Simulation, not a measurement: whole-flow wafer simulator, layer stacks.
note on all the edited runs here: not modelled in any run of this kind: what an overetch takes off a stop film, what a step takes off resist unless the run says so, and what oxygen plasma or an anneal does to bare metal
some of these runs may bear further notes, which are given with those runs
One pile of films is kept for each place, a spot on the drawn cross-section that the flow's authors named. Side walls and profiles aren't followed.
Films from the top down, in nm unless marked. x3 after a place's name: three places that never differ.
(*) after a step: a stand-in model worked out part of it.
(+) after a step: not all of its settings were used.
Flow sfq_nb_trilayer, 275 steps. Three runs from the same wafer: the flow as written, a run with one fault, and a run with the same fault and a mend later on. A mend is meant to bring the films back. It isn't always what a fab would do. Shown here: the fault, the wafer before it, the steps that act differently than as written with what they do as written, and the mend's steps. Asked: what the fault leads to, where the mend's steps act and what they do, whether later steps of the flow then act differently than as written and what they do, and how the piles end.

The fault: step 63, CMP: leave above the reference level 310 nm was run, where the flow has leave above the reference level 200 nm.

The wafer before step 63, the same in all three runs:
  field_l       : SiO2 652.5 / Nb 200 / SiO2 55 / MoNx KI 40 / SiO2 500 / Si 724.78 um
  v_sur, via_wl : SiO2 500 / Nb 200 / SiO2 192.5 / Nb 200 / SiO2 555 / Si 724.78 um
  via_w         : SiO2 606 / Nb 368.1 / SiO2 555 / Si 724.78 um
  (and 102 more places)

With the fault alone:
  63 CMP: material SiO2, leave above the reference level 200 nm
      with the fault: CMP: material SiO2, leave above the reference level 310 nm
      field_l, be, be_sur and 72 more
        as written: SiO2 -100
        with the fault: nothing
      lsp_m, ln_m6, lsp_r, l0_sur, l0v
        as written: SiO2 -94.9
        with the fault: nothing
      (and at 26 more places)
  Later steps of the flow that act differently than as written (6 more steps differ only slightly, by at most 2% or 0.5 nm, whichever is larger, and aren't shown):
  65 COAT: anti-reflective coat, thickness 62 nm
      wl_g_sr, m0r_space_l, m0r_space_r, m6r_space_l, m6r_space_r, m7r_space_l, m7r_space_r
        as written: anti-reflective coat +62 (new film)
        with the fault: anti-reflective coat +63.4 (new film)
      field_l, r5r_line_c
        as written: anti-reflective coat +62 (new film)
        with the fault: anti-reflective coat +63.5 (new film)
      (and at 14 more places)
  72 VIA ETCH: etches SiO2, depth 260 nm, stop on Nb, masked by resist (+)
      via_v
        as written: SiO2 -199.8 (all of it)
        with the fault: SiO2 -260
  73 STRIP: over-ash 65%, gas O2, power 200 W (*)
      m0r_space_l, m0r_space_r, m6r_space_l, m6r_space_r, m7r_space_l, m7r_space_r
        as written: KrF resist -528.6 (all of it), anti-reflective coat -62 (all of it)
        with the fault: KrF resist -530.2 (all of it), anti-reflective coat -63.4 (all of it)
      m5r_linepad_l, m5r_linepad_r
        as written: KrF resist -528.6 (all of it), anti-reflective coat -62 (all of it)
        with the fault: KrF resist -527.2 (all of it), anti-reflective coat -66.4 (all of it)
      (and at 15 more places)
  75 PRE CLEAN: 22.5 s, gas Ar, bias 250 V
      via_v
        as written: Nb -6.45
        with the fault: SiO2 -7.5
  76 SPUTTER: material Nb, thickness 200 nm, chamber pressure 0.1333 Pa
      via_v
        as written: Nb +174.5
        with the fault: Nb +163.1 (new film)
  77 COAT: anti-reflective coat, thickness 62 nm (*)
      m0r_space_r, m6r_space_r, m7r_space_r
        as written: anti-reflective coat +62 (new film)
        with the fault: anti-reflective coat +63.3 (new film)
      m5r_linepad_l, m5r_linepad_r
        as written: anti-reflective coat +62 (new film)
        with the fault: anti-reflective coat +65.8 (new film)
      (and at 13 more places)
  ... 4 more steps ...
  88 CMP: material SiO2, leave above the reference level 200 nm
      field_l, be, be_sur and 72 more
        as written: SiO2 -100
        with the fault: SiO2 -90
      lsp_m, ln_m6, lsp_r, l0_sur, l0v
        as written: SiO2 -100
        with the fault: SiO2 -84.9
  At the end the piles differ from the flow's by more than 2% or 0.5 nm, whichever is larger, at field_l, v_sur, via_wl and 103 more.
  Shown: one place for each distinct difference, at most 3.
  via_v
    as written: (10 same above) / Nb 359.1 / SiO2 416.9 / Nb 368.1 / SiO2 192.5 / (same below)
    with the fault: (10 same above) / Nb 359.1 / SiO2 489.6 / Nb 163.1 / SiO2 42.3 / Nb 200 / SiO2 192.5 / (same below)
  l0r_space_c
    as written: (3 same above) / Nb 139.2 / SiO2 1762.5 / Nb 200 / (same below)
    with the fault: (3 same above) / Nb 139.2 / SiO2 1872.5 / Nb 200 / (same below)
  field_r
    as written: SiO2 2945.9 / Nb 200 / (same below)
    with the fault: SiO2 3055.9 / Nb 200 / (same below)

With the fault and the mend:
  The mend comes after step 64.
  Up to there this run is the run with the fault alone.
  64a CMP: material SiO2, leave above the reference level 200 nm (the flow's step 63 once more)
      field_l, be, be_sur and 72 more
        SiO2 -100
      v_sur, via_wl, via_w and 23 more
        SiO2 -110
      lsp_m, ln_m6, lsp_r, l0_sur, l0v
        SiO2 -94.9
  No later step of the flow acts differently than as written at any place that is followed.
  At the end the piles are the same as the flow's at every place that both follow.
